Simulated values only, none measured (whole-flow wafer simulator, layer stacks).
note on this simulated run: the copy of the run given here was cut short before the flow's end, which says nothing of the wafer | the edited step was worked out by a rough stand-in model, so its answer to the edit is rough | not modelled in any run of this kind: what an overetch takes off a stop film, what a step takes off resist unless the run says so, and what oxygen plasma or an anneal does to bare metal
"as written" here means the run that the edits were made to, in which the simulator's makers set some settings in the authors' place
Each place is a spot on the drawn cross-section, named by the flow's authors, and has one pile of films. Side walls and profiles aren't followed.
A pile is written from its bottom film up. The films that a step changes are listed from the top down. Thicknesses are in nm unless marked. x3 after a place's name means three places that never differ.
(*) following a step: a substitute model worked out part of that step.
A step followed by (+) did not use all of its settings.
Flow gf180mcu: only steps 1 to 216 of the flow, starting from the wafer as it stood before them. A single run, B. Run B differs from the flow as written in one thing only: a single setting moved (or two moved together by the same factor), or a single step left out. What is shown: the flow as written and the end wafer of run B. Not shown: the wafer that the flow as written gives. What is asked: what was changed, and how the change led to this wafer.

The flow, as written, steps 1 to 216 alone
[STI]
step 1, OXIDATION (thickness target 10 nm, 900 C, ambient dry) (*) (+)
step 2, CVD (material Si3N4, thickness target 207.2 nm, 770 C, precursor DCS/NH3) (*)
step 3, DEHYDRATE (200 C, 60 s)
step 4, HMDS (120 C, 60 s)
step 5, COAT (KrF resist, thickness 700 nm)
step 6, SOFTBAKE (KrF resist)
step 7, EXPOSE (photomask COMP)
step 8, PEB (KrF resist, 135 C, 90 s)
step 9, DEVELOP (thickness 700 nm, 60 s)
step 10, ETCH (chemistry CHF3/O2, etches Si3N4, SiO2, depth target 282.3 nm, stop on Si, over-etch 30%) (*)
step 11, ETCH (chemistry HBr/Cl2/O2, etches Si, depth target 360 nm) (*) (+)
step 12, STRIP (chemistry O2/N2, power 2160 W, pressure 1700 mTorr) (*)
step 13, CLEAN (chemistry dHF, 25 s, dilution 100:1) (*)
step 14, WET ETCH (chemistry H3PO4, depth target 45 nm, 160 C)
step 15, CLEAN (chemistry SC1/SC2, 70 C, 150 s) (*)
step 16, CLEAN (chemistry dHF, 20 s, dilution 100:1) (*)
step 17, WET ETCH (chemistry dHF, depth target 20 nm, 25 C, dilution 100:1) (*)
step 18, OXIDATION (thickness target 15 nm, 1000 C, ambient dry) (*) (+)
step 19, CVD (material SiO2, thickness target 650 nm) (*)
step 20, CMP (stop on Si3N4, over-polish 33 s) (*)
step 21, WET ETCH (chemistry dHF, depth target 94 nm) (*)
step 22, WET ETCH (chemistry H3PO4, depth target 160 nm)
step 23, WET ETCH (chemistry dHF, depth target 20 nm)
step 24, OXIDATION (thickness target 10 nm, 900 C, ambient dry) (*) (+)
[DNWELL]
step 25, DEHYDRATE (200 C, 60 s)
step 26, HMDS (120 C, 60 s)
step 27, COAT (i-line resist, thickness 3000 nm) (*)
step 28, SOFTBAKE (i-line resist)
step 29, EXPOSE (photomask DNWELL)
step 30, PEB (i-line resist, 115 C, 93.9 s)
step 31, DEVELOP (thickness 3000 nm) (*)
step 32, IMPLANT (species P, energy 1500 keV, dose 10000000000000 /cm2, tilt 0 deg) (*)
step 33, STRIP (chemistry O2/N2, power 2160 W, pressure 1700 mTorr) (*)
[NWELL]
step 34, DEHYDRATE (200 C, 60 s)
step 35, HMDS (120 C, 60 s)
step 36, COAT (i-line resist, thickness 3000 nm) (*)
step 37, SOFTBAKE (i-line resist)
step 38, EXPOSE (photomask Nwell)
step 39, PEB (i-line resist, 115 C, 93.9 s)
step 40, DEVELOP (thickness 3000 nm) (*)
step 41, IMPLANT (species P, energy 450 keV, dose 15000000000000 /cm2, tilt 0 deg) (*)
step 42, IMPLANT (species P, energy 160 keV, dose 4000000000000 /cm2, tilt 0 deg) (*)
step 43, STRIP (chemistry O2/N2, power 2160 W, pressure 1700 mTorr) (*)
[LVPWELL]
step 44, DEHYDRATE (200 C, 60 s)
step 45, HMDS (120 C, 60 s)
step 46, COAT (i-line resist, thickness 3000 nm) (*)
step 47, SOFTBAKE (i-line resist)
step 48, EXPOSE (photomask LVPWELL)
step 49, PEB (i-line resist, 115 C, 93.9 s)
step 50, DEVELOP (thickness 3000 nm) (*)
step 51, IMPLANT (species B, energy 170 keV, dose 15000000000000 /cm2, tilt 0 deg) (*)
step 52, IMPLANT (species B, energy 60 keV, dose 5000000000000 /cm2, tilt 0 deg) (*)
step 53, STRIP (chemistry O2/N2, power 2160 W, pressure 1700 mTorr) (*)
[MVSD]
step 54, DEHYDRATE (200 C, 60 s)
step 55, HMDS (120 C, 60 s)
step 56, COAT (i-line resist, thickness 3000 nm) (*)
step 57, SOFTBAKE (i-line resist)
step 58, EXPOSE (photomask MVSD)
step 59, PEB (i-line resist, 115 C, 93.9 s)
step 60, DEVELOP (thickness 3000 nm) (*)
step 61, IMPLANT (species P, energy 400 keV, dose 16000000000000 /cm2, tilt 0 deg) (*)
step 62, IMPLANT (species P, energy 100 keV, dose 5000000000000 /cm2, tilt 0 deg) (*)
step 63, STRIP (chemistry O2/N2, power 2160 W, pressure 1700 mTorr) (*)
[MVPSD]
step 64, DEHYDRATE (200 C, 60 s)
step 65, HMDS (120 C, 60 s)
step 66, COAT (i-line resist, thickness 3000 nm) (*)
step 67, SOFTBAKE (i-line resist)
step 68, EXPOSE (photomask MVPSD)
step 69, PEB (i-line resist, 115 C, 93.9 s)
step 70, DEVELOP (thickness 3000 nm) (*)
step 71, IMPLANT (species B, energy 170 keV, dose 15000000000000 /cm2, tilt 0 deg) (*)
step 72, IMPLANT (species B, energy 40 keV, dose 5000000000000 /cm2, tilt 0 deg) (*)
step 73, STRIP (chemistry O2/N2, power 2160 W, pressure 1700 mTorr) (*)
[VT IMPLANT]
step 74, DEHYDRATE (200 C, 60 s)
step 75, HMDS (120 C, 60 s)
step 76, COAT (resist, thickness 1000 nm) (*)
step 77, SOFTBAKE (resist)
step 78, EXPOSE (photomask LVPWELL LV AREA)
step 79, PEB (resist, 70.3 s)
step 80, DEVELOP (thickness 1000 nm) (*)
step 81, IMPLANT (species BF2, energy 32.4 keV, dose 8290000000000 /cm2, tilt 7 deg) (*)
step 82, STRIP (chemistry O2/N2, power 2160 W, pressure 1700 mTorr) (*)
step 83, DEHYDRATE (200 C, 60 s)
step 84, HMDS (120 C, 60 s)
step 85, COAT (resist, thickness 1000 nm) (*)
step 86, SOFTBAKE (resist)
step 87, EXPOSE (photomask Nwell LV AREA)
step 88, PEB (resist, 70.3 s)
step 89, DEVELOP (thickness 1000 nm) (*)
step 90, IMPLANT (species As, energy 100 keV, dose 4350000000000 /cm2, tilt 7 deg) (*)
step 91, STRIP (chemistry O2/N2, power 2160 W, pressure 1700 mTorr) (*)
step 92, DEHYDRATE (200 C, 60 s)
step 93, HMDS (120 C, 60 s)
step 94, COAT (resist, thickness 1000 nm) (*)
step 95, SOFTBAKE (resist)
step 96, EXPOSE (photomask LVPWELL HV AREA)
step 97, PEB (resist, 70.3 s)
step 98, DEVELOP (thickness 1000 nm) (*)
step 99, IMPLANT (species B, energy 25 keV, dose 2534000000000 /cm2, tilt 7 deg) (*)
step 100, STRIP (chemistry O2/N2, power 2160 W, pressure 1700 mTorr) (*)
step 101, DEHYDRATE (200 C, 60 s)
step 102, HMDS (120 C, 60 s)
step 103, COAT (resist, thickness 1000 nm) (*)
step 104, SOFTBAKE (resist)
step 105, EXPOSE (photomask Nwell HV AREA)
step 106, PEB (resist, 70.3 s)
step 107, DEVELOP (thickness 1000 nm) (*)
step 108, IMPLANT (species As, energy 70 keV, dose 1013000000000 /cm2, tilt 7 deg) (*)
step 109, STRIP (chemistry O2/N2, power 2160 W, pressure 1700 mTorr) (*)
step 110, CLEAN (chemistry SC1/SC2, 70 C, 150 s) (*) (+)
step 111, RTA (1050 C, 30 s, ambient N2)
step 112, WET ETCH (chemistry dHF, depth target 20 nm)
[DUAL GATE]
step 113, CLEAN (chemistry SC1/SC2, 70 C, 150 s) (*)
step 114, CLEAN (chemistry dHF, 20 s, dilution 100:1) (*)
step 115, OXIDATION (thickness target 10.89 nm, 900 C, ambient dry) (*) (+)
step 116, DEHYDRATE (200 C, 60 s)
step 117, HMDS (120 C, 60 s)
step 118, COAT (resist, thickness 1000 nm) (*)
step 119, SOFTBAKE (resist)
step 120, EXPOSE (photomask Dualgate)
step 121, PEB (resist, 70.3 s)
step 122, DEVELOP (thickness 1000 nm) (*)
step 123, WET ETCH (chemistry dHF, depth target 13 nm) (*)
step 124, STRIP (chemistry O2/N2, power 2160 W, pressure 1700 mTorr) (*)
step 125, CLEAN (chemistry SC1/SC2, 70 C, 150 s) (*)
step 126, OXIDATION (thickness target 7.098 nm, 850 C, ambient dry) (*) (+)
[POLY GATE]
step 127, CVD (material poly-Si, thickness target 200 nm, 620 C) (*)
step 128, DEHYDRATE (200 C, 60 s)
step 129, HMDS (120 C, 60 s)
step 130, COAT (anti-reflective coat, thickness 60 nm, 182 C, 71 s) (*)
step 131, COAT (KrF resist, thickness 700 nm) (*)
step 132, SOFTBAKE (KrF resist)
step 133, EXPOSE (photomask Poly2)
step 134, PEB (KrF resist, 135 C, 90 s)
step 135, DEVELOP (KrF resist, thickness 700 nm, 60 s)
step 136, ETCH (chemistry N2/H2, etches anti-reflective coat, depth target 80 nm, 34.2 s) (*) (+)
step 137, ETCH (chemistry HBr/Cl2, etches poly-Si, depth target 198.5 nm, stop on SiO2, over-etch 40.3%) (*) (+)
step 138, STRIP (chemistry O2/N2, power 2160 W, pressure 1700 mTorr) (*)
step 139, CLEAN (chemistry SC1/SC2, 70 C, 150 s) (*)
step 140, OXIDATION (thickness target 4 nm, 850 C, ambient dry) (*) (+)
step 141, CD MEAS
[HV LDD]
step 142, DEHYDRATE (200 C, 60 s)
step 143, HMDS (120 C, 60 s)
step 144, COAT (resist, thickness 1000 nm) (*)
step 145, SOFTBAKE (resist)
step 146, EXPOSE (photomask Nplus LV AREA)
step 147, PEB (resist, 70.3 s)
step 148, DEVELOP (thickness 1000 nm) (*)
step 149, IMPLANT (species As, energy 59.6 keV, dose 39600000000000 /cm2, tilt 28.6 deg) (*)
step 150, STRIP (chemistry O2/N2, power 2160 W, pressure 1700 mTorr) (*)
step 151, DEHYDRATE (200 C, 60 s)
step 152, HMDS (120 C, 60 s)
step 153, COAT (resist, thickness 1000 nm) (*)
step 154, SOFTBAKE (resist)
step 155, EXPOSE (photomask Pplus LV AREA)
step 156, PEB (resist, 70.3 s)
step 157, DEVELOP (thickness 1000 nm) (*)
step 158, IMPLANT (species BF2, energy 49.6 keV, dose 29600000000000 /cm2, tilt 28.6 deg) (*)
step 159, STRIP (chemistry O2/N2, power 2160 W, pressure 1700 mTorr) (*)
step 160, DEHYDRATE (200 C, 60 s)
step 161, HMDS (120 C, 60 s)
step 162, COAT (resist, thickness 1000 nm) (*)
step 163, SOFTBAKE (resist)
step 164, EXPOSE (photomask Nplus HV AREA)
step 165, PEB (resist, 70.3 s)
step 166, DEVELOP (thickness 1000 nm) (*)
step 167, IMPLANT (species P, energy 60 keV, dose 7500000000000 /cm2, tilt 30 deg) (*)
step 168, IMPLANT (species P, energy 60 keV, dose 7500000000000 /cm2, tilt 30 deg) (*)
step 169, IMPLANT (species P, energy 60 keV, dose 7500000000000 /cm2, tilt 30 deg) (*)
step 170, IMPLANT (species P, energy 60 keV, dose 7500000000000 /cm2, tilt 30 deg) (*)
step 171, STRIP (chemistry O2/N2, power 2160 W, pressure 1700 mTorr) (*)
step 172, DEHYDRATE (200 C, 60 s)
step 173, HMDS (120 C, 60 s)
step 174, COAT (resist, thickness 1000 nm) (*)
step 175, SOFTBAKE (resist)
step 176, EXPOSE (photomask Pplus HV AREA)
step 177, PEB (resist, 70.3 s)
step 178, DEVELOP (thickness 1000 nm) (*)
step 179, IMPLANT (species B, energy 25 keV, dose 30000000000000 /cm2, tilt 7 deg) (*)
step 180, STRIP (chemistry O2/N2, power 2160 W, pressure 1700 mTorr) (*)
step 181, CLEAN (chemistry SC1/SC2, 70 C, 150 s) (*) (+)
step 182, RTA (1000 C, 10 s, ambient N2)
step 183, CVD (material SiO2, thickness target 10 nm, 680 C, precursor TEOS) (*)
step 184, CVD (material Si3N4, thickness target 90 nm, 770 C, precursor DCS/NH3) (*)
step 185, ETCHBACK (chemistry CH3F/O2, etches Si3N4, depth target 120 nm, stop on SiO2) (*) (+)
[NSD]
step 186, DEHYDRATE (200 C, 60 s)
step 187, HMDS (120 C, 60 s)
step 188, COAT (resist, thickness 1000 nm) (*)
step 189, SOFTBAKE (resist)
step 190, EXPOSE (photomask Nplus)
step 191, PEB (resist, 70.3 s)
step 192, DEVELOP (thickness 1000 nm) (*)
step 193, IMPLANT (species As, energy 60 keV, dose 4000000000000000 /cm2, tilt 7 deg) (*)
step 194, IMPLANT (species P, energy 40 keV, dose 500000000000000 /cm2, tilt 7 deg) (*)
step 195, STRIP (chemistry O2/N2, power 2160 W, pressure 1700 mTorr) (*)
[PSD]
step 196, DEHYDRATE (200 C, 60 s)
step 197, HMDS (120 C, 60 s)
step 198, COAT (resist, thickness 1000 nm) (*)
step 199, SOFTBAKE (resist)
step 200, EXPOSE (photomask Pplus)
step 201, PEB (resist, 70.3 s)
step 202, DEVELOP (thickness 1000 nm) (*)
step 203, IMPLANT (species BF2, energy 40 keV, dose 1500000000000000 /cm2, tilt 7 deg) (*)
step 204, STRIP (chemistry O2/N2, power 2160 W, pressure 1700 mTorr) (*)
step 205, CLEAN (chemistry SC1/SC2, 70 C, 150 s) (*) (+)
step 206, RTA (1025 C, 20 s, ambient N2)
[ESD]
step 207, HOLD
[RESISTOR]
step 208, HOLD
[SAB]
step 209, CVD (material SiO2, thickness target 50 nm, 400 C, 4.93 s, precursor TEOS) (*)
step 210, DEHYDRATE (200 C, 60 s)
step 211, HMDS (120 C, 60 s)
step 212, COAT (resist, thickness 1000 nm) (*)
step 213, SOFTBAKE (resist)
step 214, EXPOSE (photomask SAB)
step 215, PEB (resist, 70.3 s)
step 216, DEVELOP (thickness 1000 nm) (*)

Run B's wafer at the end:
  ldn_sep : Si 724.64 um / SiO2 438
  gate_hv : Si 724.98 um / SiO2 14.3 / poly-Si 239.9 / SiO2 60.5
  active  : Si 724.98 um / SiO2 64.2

What caused this: step 127, CVD: thickness target 242 nm was run, whereas the flow has thickness target 200 nm.

The path from the change to this, step by step:
  step 127, CVD (material poly-Si, thickness target 200 nm, 620 C) (*)
      field, field__w1, field__w2 and 89 more: +242 poly-Si (new film) (as written it would have been: +200 poly-Si (new film))
  step 137, ETCH (chemistry HBr/Cl2, etches poly-Si, depth target 198.5 nm, stop on SiO2, over-etch 40.3%) (*) (+)
      field__w3, field__w12, field_sub and 14 more: -241 poly-Si (all of it), -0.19 SiO2 (as written it would have been: -199 poly-Si (all of it), -0.4 SiO2)
      field__w6, sti, m1 and 11 more: -240.8 poly-Si (all of it), -0.19 SiO2 (as written it would have been: -198.8 poly-Si (all of it), -0.4 SiO2)
      (also at 33 further places)
  step 144, COAT (resist, thickness 1000 nm) (*)
      gate: +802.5 resist (new film) (as written it would have been: +837.3 resist (new film))
      gate_hv: +813.9 resist (new film) (as written it would have been: +845.4 resist (new film))
      (also at 26 further places)
  step 145, SOFTBAKE (resist)
      field__w1: +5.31 resist (as written it would have been: +4.19 resist)
      field__w2: +3.58 resist (as written it would have been: +2.82 resist)
      (also at 62 further places)
  step 147, PEB (resist, 70.3 s)
      ldn_ch, ldn_acc, ldp_ch, ldp_acc: -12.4 resist (as written it would have been: -13 resist)
      ld_gate_n, ld_acc_n, ld_gate_p: -12.6 resist (as written it would have been: -13.2 resist)
      (also at 18 further places)
  step 148, DEVELOP (thickness 1000 nm) (*)
      gate: -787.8 resist (all of it) (as written it would have been: -822.7 resist (all of it))
      npoly_u: -787.7 resist (all of it) (as written it would have been: -821.5 resist (all of it))
      (also at 3 further places)
  step 150, STRIP (chemistry O2/N2, power 2160 W, pressure 1700 mTorr) (*)
      gate_hv: -791.3 resist (all of it) (as written it would have been: -824.2 resist (all of it))
      gate_p: -794.7 resist (all of it) (as written it would have been: -828.7 resist (all of it))
      (also at 21 further places)
  step 153, COAT (resist, thickness 1000 nm) (*)
      gate: +802.5 resist (new film) (as written it would have been: +837.3 resist (new film))
      gate_hv: +813.9 resist (new film) (as written it would have been: +845.4 resist (new film))
      (also at 26 further places)
  step 154, SOFTBAKE (resist)
      field__w1: +5.31 resist (as written it would have been: +4.19 resist)
      field__w2: +3.58 resist (as written it would have been: +2.82 resist)
      (also at 62 further places)
  step 156, PEB (resist, 70.3 s)
      ldn_ch, ldn_acc, ldp_ch, ldp_acc: -12.4 resist (as written it would have been: -13 resist)
      ld_gate_n, ld_acc_n, ld_gate_p: -12.6 resist (as written it would have been: -13.2 resist)
      (also at 18 further places)
  step 157, DEVELOP (thickness 1000 nm) (*)
      gate_p: -794.7 resist (all of it) (as written it would have been: -828.7 resist (all of it))
      ppoly_u: -794.4 resist (all of it) (as written it would have been: -827 resist (all of it))
      (also at 3 further places)
  step 159, STRIP (chemistry O2/N2, power 2160 W, pressure 1700 mTorr) (*)
      gate: -787.8 resist (all of it) (as written it would have been: -822.7 resist (all of it))
      gate_hv: -791.3 resist (all of it) (as written it would have been: -824.2 resist (all of it))
      (also at 21 further places)
  step 162, COAT (resist, thickness 1000 nm) (*)
      gate: +802.5 resist (new film) (as written it would have been: +837.3 resist (new film))
      gate_hv: +813.9 resist (new film) (as written it would have been: +845.4 resist (new film))
      (also at 26 further places)
  step 163, SOFTBAKE (resist)
      field__w1: +5.31 resist (as written it would have been: +4.19 resist)
      field__w2: +3.58 resist (as written it would have been: +2.82 resist)
      (also at 62 further places)
  step 165, PEB (resist, 70.3 s)
      ldn_ch, ldn_acc, ldp_ch, ldp_acc: -12.4 resist (as written it would have been: -13 resist)
      ld_gate_n, ld_acc_n, ld_gate_p: -12.6 resist (as written it would have been: -13.2 resist)
      (also at 18 further places)
  step 166, DEVELOP (thickness 1000 nm) (*)
      gate_hv: -791.3 resist (all of it) (as written it would have been: -824.2 resist (all of it))
      gate_nat: -827.9 resist (all of it) (as written it would have been: -854.5 resist (all of it))
      (also at 7 further places)
  ... 20 further steps ...
  step 216, DEVELOP (thickness 1000 nm) (*)
      gate: -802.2 resist (all of it) (as written it would have been: -834.3 resist (all of it))
      gate_hv: -806.1 resist (all of it) (as written it would have been: -836.1 resist (all of it))
      (also at 24 further places)
